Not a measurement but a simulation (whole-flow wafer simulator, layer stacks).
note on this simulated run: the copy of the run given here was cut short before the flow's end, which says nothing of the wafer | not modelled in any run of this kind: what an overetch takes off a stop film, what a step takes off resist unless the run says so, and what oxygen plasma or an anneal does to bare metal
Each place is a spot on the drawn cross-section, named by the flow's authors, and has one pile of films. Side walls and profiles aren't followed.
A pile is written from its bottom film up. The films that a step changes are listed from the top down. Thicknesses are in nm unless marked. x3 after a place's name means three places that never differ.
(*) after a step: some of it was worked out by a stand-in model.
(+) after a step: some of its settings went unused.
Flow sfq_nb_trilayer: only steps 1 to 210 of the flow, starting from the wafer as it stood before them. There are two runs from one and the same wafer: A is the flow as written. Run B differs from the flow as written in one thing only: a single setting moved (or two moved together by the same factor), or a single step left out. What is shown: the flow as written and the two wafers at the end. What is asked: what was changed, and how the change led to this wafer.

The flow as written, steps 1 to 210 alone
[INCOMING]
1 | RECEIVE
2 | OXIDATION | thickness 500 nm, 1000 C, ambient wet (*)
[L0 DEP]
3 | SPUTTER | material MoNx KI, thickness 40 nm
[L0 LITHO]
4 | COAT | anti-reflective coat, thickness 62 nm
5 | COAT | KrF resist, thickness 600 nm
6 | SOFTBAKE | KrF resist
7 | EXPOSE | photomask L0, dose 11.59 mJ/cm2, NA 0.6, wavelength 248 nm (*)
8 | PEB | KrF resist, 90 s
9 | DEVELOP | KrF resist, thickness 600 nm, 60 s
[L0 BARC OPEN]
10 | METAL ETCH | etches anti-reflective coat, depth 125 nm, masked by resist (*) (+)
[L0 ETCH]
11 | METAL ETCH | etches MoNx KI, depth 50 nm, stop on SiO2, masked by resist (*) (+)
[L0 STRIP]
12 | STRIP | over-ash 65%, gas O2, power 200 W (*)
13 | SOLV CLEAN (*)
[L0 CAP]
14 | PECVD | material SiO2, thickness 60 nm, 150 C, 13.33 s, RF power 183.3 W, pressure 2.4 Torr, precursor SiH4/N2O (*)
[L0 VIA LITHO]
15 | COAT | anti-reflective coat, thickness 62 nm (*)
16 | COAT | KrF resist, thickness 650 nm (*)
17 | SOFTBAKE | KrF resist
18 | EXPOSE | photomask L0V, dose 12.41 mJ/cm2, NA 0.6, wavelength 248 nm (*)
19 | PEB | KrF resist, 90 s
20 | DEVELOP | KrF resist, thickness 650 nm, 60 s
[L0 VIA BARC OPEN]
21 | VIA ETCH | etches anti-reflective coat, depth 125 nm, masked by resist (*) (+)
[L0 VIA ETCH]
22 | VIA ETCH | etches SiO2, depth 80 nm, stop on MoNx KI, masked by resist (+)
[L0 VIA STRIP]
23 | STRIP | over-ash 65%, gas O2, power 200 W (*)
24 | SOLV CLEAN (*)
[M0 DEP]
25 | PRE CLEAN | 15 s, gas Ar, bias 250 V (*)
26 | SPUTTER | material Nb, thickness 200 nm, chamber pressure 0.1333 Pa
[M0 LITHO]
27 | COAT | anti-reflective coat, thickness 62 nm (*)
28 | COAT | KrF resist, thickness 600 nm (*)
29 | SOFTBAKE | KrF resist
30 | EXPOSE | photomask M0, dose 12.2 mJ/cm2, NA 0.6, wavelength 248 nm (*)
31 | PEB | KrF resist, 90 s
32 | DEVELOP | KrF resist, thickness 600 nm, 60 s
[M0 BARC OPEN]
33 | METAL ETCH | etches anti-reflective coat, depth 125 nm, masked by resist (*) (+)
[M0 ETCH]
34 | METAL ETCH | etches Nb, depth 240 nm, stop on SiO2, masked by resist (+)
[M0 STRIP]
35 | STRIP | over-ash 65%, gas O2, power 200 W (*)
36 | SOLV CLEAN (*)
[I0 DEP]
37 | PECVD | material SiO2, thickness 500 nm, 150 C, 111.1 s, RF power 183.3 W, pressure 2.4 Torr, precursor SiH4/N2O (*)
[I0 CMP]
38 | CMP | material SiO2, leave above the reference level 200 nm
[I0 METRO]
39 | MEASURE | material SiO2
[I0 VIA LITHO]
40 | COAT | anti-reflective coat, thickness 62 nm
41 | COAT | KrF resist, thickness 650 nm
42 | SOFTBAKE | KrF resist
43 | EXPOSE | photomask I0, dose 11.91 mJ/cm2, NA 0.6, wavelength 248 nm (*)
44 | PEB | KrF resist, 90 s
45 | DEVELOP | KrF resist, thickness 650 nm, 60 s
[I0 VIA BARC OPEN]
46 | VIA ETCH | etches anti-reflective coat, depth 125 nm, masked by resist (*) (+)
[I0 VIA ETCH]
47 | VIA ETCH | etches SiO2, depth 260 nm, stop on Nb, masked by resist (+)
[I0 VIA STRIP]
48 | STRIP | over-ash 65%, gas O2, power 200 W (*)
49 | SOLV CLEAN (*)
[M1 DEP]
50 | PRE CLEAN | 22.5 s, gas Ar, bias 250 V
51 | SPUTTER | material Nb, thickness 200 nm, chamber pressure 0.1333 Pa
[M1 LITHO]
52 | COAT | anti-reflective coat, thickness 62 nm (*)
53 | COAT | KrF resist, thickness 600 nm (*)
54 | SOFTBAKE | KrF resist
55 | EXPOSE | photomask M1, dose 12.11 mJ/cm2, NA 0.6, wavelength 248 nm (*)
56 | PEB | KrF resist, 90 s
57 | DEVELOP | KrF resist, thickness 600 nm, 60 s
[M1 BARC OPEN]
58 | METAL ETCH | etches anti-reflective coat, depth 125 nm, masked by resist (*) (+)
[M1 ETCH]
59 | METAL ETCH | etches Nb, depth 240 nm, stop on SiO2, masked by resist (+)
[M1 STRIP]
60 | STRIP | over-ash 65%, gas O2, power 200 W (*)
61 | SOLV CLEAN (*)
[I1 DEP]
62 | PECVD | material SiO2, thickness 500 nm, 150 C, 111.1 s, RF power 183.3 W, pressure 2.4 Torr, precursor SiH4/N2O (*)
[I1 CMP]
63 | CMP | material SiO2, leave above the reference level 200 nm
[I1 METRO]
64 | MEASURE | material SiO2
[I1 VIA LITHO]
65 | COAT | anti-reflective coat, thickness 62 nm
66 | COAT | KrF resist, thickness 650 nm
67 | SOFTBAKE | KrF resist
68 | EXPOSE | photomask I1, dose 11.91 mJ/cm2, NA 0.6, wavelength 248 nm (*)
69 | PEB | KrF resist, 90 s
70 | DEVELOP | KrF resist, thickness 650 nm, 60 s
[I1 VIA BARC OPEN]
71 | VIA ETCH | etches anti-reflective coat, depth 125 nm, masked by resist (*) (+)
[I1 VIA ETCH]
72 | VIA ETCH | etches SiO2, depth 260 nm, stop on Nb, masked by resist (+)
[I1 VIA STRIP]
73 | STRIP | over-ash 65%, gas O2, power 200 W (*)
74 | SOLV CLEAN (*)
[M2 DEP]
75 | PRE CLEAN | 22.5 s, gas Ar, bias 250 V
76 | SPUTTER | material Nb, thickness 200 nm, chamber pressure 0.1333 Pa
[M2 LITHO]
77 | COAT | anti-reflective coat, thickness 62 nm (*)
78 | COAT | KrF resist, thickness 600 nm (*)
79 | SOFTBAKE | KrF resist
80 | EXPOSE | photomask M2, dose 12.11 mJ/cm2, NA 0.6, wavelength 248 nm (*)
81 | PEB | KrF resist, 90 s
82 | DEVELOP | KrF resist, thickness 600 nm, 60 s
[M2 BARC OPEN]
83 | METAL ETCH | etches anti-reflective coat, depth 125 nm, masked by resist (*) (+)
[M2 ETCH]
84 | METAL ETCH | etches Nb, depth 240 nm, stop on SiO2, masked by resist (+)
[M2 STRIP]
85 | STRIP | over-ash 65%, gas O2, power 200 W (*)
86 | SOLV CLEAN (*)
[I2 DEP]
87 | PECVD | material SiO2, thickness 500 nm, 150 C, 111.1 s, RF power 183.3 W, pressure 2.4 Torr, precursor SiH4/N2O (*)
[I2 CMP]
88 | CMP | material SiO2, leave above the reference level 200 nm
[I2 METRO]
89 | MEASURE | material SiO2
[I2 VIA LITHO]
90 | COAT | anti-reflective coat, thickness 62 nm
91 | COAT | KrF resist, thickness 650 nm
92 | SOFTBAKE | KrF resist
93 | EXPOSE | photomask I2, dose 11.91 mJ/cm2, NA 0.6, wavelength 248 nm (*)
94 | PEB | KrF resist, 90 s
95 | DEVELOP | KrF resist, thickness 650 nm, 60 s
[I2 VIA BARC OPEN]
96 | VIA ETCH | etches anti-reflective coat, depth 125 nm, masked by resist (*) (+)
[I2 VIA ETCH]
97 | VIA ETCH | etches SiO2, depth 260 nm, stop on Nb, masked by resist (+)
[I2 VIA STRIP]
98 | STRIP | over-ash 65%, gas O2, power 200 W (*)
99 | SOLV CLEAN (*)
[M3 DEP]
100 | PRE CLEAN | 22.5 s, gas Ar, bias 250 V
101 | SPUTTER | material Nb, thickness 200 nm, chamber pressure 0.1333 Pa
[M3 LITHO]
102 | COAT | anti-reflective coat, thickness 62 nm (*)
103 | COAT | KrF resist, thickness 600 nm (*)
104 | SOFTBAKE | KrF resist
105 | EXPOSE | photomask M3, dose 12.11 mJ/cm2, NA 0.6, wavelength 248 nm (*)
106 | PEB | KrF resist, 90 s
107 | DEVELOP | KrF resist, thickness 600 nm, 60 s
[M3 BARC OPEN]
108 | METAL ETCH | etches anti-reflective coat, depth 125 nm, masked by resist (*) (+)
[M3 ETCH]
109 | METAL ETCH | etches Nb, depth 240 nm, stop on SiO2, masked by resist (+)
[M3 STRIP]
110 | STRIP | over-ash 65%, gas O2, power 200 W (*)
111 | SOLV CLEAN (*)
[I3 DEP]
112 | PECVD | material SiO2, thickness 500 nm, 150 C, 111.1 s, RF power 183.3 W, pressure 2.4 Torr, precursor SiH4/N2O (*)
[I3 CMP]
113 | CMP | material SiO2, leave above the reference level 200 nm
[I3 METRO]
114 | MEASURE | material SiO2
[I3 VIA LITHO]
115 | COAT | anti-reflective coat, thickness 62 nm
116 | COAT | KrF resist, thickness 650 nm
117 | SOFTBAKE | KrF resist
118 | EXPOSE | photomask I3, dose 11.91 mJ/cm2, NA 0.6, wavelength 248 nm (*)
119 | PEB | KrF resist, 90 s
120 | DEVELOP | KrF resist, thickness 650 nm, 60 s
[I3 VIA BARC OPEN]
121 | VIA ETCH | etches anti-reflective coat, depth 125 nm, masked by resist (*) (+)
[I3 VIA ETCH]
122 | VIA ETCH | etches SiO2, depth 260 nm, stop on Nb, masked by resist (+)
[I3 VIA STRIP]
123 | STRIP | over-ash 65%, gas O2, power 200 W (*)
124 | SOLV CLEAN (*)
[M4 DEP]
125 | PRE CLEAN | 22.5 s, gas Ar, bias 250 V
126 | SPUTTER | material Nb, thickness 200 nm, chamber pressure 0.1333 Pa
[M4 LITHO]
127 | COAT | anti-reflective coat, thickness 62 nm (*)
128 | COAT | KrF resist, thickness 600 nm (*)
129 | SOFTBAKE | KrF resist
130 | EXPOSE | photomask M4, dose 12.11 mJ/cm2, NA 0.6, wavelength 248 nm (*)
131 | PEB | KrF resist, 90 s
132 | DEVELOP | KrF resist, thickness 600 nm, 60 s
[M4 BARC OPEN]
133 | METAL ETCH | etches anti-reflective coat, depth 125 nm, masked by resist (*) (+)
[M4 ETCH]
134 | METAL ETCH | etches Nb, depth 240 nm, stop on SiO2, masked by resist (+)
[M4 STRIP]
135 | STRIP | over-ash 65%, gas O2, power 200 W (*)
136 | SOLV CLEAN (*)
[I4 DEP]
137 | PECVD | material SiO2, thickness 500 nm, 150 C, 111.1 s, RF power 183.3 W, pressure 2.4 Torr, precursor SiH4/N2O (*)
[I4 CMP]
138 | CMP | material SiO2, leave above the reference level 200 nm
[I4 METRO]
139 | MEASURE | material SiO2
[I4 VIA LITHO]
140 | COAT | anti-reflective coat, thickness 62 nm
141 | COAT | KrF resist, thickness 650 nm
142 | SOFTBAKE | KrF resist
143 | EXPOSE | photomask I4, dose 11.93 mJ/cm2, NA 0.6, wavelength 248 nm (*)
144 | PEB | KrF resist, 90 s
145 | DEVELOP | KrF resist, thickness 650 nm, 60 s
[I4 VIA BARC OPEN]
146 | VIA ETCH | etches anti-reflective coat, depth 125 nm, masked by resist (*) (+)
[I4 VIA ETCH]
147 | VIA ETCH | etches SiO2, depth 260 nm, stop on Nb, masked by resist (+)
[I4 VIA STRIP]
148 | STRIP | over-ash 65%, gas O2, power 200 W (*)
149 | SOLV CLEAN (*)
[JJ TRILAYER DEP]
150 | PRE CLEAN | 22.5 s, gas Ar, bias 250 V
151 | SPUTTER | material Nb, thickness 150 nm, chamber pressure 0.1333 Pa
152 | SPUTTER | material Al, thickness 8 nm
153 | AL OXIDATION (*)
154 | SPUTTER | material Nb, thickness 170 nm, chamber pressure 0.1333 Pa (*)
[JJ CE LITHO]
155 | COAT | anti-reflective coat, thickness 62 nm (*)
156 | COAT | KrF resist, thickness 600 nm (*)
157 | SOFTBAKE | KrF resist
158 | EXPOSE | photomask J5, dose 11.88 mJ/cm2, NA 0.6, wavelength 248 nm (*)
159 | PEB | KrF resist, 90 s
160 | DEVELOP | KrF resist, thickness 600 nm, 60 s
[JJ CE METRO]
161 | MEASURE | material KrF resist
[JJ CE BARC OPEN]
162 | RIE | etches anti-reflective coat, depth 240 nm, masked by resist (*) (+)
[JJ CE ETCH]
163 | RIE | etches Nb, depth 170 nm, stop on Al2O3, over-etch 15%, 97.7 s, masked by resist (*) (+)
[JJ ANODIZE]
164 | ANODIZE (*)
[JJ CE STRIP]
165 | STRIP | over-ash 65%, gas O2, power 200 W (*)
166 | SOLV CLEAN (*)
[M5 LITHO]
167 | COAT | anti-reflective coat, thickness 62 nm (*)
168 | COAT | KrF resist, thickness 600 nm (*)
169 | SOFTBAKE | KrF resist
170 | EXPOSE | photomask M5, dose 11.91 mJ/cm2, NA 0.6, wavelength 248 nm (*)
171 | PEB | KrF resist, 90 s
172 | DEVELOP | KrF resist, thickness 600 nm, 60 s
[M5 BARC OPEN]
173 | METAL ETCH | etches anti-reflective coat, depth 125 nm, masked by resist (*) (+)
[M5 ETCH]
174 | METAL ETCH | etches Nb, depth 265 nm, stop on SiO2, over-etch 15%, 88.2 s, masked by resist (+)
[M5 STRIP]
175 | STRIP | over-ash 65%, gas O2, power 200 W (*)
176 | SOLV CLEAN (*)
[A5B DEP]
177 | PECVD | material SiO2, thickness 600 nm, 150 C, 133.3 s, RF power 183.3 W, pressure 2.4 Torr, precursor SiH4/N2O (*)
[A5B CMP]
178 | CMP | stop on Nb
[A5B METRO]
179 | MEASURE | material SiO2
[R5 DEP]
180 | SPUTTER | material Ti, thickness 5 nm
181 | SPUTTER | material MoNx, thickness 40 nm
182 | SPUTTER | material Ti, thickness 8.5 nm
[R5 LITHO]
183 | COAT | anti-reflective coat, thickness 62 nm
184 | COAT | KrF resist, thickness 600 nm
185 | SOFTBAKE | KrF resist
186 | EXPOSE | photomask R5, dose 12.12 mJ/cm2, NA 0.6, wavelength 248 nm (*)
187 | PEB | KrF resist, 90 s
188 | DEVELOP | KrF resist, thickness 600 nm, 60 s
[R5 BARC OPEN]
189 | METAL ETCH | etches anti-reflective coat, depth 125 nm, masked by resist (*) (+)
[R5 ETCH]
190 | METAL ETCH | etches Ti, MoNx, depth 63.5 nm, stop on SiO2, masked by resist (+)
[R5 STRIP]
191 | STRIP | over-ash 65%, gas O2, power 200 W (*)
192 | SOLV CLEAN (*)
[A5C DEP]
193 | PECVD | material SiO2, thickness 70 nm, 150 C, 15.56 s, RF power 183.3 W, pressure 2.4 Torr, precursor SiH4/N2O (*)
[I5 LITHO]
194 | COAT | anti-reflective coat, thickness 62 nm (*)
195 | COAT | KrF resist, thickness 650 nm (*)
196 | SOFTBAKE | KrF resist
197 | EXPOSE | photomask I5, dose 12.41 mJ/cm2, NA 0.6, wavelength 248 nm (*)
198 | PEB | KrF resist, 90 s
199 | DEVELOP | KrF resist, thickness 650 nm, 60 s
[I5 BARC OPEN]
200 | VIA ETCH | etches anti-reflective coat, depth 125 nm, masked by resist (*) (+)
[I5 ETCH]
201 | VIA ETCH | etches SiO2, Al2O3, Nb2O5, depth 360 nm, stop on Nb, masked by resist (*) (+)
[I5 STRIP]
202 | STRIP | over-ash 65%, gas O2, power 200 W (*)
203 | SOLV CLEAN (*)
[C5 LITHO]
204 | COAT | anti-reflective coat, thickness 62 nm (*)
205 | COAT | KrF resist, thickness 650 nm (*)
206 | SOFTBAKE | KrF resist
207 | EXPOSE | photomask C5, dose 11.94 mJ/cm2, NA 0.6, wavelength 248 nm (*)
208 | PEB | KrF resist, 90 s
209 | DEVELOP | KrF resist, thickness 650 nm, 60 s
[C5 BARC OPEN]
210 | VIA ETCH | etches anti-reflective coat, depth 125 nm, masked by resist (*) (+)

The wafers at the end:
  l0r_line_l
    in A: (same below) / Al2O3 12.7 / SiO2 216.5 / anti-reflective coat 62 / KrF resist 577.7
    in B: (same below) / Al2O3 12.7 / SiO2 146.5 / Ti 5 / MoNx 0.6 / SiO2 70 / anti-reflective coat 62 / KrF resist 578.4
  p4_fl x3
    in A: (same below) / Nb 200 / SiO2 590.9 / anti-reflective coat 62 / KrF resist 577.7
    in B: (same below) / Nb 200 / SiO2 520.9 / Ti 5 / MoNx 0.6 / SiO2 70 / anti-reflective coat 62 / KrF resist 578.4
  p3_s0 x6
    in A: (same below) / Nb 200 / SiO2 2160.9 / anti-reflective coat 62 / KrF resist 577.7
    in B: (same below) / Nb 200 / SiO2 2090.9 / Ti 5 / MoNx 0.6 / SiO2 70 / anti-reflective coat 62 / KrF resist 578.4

The reason: step 181, SPUTTER: thickness 55.6 nm was run, whereas the flow has thickness 40 nm.

How this came from the change, step by step:
  181 | SPUTTER | material MoNx, thickness 40 nm
      field_l, v_sur, via_wl and 103 more: A MoNx gains 40 (new film) | B MoNx gains 55.6 (new film)
  190 | METAL ETCH | etches Ti, MoNx, depth 63.5 nm, stop on SiO2, masked by resist (+)
      field_l, v_sur, via_wl and 92 more: A Ti loses 8.5 (all of it), MoNx loses 40 (all of it), Ti loses 5 (all of it) | B Ti loses 8.5 (all of it), MoNx loses 55
      ce_l, c5j, ce_r, wl_jj: A Ti loses 8.5 (all of it), MoNx loses 40 (all of it), Ti loses 5 (all of it), Nb loses 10 | B Ti loses 8.5 (all of it), MoNx loses 55
  193 | PECVD | material SiO2, thickness 70 nm, 150 C, 15.56 s, RF power 183.3 W, pressure 2.4 Torr, precursor SiH4/N2O (*)
      field_l, v_sur, via_wl and 92 more: A SiO2 gains 70 | B SiO2 gains 70 (new film)
  194 | COAT | anti-reflective coat, thickness 62 nm (*)
      wl_j_sl, wl_j_sr: A anti-reflective coat gains 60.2 (new film) | B anti-reflective coat gains 62 (new film)
      r5r_spacepad_l, r5r_spacepad_r: A anti-reflective coat gains 84.4 (new film) | B anti-reflective coat gains 88.7 (new film)
      (also at 12 further places)
  201 | VIA ETCH | etches SiO2, Al2O3, Nb2O5, depth 360 nm, stop on Nb, masked by resist (*) (+)
      be: A SiO2 loses 216.4 (all of it), Al2O3 loses 12.7 (all of it), Nb2O5 loses 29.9 (all of it) | B SiO2 loses 69.8 (all of it), MoNx loses 0.6 (all of it), Ti loses 5 (all of it), SiO2 loses 146.5 (all of it), Al2O3 loses 12.7 (all of it), Nb2O5 loses 29.9 (all of it)
  202 | STRIP | over-ash 65%, gas O2, power 200 W (*)
      wl_j_sl, wl_j_sr: A KrF resist loses 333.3 (all of it), anti-reflective coat loses 60.2 (all of it) | B KrF resist loses 333 (all of it), anti-reflective coat loses 62 (all of it)
      r5r_spacepad_l, r5r_spacepad_r: A KrF resist loses 335.6 (all of it), anti-reflective coat loses 84.4 (all of it) | B KrF resist loses 336 (all of it), anti-reflective coat loses 88.7 (all of it)
      (also at 12 further places)
  204 | COAT | anti-reflective coat, thickness 62 nm (*)
      wl_j_sl, wl_j_sr: A anti-reflective coat gains 60.2 (new film) | B anti-reflective coat gains 62 (new film)
      r5r_spacepad_l, r5r_spacepad_r: A anti-reflective coat gains 84.4 (new film) | B anti-reflective coat gains 88.7 (new film)
      (also at 12 further places)
  210 | VIA ETCH | etches anti-reflective coat, depth 125 nm, masked by resist (*) (+)
      c5j: A anti-reflective coat loses 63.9 (all of it), SiO2 loses 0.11 | B anti-reflective coat loses 61.2 (all of it), SiO2 loses 0.11
Taking metal films that touch as one body, l0r_line_l has 4 bodies (between them, from the top down: SiO2 146.5 / Al2O3 12.7 / Nb2O5 29.9; SiO2 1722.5; SiO2 55); the flow as written gives 3 bodies (between them, from the top down: SiO2 1722.5; SiO2 55).
Taking metal films that touch as one body, p4_fl x3 has 3 bodies (between them, from the top down: SiO2 520.9; SiO2 1370); the flow as written gives 2 bodies (between them, from the top down: SiO2 1370).
Taking metal films that touch as one body, p3_s0 x6 has 2 bodies (between them, from the top down: SiO2 2090.9); the flow as written gives 1 body.
